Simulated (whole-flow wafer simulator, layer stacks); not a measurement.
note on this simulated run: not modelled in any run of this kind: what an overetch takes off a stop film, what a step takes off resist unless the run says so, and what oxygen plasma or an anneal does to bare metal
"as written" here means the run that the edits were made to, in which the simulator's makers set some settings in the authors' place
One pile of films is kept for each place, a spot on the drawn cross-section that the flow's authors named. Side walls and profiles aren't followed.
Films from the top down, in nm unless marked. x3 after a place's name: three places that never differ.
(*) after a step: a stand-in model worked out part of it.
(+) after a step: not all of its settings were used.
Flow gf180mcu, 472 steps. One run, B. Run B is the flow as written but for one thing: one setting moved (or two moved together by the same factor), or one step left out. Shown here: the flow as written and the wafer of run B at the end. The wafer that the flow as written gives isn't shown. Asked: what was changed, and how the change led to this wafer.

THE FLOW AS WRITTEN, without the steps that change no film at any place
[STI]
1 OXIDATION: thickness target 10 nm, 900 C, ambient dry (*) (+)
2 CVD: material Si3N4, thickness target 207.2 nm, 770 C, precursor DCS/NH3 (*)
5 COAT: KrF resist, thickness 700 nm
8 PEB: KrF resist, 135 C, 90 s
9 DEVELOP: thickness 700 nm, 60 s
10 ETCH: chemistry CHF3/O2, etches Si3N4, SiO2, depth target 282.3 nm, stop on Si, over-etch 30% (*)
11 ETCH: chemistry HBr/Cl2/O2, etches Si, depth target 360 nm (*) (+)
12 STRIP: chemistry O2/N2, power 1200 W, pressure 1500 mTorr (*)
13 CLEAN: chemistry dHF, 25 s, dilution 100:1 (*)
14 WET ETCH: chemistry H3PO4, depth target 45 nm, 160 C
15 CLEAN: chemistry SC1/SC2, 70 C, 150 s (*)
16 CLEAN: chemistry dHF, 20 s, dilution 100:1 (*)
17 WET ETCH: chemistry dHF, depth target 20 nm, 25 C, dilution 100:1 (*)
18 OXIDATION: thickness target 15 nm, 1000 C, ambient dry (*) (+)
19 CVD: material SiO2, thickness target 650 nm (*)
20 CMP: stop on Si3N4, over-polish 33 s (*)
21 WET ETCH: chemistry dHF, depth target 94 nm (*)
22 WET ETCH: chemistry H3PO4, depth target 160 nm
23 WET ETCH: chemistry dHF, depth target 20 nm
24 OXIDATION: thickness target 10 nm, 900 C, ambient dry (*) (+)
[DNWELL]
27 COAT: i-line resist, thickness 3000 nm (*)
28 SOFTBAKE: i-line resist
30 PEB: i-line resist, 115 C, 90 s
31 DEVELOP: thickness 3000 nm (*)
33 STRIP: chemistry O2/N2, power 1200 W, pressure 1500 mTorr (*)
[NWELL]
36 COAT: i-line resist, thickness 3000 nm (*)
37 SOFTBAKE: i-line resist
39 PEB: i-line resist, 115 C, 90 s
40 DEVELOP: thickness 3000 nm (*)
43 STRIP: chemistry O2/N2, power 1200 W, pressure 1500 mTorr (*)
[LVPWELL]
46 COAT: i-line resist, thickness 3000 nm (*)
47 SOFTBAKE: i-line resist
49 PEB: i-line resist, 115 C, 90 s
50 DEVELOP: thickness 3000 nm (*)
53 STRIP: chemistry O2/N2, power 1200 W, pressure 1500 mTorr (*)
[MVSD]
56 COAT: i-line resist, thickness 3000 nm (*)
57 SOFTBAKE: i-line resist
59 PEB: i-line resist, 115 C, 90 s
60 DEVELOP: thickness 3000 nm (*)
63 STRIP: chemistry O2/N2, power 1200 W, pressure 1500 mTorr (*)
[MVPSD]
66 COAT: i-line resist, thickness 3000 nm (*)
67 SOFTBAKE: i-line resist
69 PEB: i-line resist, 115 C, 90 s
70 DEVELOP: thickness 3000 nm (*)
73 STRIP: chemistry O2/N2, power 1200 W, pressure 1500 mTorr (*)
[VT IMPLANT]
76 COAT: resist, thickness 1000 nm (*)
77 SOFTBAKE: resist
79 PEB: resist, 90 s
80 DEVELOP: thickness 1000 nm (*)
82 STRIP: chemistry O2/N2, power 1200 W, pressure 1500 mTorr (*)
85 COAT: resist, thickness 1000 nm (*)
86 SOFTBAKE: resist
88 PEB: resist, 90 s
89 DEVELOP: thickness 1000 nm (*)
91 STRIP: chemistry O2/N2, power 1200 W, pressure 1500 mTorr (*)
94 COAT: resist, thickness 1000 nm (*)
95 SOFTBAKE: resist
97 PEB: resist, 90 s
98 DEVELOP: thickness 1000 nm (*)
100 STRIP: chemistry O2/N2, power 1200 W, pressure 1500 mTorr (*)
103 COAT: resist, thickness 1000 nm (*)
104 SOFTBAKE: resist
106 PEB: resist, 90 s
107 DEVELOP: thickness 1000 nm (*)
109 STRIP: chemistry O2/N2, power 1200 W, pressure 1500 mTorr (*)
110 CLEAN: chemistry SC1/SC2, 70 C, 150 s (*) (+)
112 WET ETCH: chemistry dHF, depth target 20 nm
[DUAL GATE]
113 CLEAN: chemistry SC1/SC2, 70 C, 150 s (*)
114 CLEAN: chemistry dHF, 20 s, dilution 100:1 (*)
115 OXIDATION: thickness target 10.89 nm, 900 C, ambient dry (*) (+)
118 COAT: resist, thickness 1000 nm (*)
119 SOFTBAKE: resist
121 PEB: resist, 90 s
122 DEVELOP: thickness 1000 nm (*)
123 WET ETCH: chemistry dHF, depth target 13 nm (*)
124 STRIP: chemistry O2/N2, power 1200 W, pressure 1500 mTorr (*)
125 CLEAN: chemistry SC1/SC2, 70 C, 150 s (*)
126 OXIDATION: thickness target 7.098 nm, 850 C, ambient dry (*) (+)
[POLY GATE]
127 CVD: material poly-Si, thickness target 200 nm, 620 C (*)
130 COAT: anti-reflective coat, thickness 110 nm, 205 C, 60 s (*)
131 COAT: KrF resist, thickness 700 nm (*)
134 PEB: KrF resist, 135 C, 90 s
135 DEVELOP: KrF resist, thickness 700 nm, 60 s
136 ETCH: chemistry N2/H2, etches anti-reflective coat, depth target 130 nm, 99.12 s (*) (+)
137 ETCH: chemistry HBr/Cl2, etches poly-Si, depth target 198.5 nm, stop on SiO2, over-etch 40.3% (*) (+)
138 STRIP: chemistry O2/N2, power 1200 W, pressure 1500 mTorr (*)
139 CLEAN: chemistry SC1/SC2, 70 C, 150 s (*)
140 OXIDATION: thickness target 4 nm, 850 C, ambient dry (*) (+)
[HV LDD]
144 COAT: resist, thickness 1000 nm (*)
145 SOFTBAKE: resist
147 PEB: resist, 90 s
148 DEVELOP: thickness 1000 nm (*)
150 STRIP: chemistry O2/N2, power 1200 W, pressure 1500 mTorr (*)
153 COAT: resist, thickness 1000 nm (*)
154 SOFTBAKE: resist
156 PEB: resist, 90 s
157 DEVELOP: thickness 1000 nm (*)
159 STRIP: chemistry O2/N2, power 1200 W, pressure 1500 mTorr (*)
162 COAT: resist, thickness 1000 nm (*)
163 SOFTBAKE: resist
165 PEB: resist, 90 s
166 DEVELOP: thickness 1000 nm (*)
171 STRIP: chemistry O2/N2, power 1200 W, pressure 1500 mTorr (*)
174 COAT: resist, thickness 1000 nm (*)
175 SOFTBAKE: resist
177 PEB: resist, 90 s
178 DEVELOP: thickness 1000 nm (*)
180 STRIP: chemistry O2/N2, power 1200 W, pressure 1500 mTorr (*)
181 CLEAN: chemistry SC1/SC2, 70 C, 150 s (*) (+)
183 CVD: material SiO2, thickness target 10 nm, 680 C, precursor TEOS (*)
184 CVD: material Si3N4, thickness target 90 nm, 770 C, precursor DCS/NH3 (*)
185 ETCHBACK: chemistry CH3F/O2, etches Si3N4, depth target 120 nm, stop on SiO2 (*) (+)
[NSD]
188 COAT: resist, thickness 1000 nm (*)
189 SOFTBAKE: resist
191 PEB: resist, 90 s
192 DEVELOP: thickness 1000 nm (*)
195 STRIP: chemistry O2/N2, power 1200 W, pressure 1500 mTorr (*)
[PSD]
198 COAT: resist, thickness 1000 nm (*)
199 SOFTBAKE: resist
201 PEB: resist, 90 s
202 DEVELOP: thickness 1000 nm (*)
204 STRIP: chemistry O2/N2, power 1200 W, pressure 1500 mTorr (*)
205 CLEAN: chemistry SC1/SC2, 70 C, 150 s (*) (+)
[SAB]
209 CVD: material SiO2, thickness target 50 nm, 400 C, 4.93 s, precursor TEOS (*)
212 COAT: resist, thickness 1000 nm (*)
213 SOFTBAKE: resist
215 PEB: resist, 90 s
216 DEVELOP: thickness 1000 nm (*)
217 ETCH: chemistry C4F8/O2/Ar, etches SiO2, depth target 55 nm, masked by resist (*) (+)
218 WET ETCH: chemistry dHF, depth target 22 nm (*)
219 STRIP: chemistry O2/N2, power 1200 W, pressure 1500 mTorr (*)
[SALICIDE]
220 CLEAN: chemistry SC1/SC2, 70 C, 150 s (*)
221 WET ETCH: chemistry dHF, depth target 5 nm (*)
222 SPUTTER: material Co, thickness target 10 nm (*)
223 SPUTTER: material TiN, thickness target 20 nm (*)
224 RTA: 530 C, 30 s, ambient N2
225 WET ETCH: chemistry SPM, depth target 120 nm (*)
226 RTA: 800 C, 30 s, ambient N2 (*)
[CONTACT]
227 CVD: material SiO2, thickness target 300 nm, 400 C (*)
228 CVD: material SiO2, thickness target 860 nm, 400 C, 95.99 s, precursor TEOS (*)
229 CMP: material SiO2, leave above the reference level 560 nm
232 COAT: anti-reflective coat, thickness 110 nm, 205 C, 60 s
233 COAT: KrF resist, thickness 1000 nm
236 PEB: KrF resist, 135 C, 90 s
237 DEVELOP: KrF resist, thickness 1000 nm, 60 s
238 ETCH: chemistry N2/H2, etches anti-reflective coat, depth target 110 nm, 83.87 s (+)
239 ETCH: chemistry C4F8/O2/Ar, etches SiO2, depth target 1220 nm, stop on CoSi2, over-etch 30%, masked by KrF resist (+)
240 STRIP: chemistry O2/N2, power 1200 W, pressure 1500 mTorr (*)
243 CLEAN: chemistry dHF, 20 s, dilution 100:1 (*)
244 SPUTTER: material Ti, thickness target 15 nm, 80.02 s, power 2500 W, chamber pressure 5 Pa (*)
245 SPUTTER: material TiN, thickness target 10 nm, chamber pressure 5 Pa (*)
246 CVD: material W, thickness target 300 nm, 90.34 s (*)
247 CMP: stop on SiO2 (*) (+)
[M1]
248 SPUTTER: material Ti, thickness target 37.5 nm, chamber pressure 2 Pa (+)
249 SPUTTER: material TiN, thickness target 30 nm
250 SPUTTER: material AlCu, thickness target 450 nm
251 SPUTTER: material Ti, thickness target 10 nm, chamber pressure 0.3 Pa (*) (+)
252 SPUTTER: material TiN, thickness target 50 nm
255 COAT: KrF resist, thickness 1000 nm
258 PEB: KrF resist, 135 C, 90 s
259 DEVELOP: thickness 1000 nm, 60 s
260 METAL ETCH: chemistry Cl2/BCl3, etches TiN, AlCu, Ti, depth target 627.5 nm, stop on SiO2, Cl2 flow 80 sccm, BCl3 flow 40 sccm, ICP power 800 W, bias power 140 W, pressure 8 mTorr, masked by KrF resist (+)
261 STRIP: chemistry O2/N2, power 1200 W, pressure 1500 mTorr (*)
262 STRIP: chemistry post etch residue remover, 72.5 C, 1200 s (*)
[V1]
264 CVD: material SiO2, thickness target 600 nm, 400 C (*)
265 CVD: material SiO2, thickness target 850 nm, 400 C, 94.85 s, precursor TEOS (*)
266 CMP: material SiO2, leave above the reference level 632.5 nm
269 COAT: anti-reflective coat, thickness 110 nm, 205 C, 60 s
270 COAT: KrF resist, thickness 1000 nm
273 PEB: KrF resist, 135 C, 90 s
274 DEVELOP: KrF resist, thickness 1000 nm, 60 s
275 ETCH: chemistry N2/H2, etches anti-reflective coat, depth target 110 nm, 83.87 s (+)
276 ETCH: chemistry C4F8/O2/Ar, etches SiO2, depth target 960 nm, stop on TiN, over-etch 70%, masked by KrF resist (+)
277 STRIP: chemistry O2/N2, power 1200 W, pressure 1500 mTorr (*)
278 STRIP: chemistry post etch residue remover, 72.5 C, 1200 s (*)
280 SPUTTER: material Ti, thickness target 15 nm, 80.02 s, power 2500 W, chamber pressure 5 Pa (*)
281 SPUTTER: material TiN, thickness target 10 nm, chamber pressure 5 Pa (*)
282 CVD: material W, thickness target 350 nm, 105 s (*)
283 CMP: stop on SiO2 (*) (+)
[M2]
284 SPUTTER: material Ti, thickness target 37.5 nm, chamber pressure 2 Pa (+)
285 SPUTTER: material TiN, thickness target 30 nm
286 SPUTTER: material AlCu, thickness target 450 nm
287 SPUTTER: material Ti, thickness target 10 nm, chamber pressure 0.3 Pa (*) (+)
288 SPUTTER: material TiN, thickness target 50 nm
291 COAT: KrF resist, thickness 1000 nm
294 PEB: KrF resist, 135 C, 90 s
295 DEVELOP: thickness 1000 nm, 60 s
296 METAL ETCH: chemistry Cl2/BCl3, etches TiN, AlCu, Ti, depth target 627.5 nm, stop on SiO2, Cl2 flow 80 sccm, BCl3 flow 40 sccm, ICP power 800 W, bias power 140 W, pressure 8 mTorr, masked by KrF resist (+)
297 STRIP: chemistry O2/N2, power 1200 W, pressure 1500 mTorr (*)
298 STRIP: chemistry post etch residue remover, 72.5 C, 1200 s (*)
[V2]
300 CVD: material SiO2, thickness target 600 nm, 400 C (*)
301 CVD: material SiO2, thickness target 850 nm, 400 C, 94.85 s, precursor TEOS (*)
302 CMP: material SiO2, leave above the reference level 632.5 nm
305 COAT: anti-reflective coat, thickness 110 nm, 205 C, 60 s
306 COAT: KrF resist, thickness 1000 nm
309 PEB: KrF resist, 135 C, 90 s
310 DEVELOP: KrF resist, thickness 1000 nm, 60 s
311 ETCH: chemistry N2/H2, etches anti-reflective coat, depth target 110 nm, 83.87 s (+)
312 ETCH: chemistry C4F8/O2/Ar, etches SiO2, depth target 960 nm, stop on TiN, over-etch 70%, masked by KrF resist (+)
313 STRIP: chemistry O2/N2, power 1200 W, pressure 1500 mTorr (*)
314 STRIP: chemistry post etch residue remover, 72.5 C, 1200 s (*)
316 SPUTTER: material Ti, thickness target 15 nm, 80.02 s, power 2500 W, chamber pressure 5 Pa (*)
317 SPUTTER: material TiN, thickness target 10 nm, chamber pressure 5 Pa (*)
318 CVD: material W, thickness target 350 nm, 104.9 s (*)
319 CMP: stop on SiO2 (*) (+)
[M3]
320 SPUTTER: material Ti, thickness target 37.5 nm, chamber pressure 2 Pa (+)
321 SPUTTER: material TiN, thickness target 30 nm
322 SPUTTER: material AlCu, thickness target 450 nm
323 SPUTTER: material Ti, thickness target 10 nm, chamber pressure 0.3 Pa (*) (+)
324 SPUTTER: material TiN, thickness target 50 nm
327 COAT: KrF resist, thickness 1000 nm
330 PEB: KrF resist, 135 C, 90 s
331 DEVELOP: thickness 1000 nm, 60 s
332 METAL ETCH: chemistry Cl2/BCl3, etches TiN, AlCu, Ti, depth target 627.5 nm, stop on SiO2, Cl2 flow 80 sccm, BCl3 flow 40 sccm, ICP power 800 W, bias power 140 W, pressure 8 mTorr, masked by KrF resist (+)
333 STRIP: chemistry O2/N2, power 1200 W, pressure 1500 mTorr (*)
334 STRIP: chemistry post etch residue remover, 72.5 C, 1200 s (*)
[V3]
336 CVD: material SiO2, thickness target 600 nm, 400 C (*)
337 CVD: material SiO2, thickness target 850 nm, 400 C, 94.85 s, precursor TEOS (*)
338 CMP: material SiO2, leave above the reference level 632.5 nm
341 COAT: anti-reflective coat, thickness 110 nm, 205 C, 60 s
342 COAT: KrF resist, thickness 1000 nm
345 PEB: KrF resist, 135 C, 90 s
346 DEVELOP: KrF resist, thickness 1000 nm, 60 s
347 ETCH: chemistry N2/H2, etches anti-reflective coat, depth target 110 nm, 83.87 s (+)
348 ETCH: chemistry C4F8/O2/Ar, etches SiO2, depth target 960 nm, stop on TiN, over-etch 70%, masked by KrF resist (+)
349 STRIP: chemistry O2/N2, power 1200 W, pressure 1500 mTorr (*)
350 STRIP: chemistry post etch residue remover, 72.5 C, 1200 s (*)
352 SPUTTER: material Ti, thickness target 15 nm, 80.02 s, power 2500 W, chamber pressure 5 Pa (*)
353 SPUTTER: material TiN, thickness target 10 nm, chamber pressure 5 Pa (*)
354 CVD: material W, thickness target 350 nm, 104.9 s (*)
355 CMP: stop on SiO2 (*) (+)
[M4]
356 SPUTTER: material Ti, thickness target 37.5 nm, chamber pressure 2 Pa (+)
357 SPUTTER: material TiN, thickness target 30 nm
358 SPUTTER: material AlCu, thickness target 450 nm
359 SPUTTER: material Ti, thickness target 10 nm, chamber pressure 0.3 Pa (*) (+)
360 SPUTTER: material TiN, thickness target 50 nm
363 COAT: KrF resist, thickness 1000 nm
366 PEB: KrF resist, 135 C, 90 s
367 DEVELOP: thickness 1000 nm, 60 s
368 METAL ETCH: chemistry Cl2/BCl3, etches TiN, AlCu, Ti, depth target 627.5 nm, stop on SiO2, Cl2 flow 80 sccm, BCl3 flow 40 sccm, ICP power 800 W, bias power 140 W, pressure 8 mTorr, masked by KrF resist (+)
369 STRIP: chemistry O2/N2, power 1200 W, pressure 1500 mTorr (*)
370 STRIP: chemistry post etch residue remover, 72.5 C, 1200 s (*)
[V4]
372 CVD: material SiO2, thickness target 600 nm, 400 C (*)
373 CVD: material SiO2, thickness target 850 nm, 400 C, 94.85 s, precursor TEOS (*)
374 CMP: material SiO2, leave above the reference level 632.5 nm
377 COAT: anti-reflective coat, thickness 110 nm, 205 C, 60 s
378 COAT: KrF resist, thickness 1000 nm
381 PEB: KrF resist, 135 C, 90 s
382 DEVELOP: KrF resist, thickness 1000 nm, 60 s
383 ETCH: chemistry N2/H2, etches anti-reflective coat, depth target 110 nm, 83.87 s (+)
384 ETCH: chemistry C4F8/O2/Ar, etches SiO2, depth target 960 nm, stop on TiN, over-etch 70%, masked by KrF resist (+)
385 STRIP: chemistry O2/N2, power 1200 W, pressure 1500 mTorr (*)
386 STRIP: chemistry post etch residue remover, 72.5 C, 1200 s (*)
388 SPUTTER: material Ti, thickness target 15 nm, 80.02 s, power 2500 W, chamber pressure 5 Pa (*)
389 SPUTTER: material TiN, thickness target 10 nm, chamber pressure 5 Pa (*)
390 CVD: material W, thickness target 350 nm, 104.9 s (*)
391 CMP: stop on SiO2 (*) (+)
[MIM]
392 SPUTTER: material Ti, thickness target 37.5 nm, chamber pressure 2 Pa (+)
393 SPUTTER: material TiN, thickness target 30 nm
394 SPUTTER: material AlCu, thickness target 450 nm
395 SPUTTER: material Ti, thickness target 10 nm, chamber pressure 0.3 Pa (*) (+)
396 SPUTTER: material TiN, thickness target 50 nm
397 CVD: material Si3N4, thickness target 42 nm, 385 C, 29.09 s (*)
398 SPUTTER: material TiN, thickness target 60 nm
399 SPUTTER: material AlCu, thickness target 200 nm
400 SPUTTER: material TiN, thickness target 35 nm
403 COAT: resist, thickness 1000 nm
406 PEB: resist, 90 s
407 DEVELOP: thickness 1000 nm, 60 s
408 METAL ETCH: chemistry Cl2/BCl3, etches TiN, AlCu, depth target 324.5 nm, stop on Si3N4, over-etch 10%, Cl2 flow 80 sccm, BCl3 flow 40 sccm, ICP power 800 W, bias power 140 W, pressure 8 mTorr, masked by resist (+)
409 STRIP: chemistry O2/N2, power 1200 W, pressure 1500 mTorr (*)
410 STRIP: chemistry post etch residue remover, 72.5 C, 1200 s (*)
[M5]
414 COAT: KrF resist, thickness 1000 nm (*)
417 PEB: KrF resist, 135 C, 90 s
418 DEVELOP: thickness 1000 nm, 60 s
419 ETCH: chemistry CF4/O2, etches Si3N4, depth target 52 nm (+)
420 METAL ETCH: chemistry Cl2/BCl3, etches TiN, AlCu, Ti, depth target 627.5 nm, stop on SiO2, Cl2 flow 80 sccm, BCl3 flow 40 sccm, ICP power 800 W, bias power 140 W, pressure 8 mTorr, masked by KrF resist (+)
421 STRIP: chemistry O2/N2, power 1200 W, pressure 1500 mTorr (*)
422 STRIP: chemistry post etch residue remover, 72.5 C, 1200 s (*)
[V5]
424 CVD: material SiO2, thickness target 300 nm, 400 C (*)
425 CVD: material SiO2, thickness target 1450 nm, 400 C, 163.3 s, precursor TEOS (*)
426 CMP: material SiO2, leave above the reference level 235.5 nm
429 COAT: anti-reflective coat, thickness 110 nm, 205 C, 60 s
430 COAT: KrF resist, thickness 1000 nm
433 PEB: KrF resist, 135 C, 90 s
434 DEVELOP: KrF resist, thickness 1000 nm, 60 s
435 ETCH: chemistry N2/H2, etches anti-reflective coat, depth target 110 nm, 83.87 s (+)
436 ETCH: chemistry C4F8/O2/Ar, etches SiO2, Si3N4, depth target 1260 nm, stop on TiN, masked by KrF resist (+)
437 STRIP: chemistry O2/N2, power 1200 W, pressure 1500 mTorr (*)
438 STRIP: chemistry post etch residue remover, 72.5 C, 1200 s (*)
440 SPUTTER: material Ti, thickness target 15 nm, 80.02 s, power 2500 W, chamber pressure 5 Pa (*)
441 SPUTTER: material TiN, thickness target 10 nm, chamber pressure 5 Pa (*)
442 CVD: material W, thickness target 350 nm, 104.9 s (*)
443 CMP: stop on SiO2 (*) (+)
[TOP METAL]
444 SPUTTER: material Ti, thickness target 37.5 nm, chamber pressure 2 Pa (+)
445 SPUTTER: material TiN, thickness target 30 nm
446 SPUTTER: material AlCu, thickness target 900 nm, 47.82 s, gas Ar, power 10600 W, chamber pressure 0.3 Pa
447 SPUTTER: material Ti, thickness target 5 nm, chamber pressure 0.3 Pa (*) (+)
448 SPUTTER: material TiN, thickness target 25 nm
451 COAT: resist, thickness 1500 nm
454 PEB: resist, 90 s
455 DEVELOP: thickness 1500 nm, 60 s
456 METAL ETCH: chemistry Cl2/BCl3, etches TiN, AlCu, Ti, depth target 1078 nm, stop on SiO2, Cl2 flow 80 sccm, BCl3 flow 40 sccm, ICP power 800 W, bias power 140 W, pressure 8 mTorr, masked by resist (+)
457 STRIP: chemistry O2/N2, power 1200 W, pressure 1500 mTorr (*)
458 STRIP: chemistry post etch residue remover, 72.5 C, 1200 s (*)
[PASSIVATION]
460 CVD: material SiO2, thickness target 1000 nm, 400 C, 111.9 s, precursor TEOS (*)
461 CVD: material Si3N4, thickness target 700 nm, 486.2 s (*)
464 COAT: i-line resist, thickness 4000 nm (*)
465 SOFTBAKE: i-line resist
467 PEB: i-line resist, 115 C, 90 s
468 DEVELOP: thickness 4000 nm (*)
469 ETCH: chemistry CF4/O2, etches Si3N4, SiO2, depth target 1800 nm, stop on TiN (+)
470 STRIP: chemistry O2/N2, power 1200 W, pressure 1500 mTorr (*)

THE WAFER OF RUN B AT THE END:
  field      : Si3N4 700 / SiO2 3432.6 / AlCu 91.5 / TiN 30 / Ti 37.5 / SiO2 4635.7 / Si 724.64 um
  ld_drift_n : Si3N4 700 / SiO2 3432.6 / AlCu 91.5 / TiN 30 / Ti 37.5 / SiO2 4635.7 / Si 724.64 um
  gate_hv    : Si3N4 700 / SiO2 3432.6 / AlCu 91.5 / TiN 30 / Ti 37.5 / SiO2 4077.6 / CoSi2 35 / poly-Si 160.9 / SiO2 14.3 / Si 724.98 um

The cause: step 368, METAL ETCH: depth target 412.8 nm was run, where the flow has depth target 627.5 nm.

How the change led to this, step by step:
  368 METAL ETCH: chemistry Cl2/BCl3, etches TiN, AlCu, Ti, depth target 627.5 nm, stop on SiO2, Cl2 flow 80 sccm, BCl3 flow 40 sccm, ICP power 800 W, bias power 140 W, pressure 8 mTorr, masked by KrF resist (+)
      field, field__w1, field__w2 and 103 more: TiN -50 (all of it), Ti -10 (all of it), AlCu -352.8 (as written it would be: TiN -50 (all of it), Ti -10 (all of it), AlCu -450 (all of it), TiN -30 (all of it), Ti -37.5 (all of it))
      field__w8, contact, m1, m1__w1, m1_nw: KrF resist -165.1 (as written it would be: KrF resist -251)
  369 STRIP: chemistry O2/N2, power 1200 W, pressure 1500 mTorr (*)
      field__w8, contact, m1, m1__w1, m1_nw: KrF resist -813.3 (all of it) (as written it would be: KrF resist -727.4 (all of it))
  370 STRIP: chemistry post etch residue remover, 72.5 C, 1200 s (*)
      field, field__w1, field__w2 and 103 more: AlCu -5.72 (as written it would be: nothing)
  372 CVD: material SiO2, thickness target 600 nm, 400 C (*)
      field, field__w1, field__w2 and 103 more: SiO2 +600 (new film) (as written it would be: SiO2 +600)
  374 CMP: material SiO2, leave above the reference level 632.5 nm
      field, field__w1, field__w2 and 103 more: SiO2 -459 (as written it would be: SiO2 -300)
Counting metal films that touch as one body, field has 1 body; the flow as written gives 0 bodies.
Counting metal films that touch as one body, ld_drift_n has 1 body; the flow as written gives 0 bodies.
Counting metal films that touch as one body, gate_hv has 2 bodies (between them, from the top down: SiO2 4077.6); the flow as written gives 1 body.
